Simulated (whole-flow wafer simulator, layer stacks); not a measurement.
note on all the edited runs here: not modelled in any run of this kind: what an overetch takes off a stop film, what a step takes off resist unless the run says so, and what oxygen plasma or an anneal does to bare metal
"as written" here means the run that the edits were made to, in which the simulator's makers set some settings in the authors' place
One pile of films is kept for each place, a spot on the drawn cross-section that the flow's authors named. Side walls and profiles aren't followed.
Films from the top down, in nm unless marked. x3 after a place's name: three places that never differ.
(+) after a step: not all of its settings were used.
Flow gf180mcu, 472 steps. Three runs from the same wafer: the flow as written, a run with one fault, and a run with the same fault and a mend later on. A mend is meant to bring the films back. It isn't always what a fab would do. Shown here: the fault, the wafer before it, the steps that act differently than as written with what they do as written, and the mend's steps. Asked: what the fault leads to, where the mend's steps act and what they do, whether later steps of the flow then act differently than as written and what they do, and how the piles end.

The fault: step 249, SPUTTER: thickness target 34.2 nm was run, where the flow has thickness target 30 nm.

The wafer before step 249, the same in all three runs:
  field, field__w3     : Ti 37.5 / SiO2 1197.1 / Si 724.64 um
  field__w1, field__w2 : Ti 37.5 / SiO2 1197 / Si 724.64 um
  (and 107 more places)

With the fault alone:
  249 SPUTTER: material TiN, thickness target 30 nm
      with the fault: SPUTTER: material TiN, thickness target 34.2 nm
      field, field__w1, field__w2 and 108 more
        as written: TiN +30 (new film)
        with the fault: TiN +34.2 (new film)
  Later steps of the flow that act differently than as written (1 more step differs only slightly, by at most 2% or 0.5 nm, whichever is larger, and isn't shown):
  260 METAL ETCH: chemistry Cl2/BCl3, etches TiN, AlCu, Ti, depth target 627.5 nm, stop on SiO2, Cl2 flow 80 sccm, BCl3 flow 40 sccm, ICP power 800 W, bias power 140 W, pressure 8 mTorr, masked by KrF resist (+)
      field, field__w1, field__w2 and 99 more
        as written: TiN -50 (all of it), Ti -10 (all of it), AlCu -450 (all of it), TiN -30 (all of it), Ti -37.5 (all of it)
        with the fault: TiN -50 (all of it), Ti -10 (all of it), AlCu -450 (all of it), TiN -34.2 (all of it), Ti -37.5 (all of it)
  At the end the piles differ from the flow's by more than 2% or 0.5 nm, whichever is larger, at field__w8, contact, m1 and 6 more.
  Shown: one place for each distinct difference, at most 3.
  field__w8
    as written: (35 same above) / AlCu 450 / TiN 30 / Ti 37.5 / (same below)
    with the fault: (35 same above) / AlCu 450 / TiN 34.2 / Ti 37.5 / (same below)
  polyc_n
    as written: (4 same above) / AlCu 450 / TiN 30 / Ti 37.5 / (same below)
    with the fault: (4 same above) / AlCu 450 / TiN 34.2 / Ti 37.5 / (same below)
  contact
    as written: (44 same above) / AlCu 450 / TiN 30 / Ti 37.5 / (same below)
    with the fault: (44 same above) / AlCu 450 / TiN 34.2 / Ti 37.5 / (same below)

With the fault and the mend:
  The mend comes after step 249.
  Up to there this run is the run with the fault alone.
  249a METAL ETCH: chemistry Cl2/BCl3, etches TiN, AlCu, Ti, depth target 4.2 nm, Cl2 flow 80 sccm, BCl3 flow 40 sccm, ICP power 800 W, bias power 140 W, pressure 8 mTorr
      field, field__w1, field__w2 and 108 more
        TiN -4.2
  No later step of the flow acts differently than as written at any place that is followed.
  At the end the piles are the same as the flow's at every place that both follow.
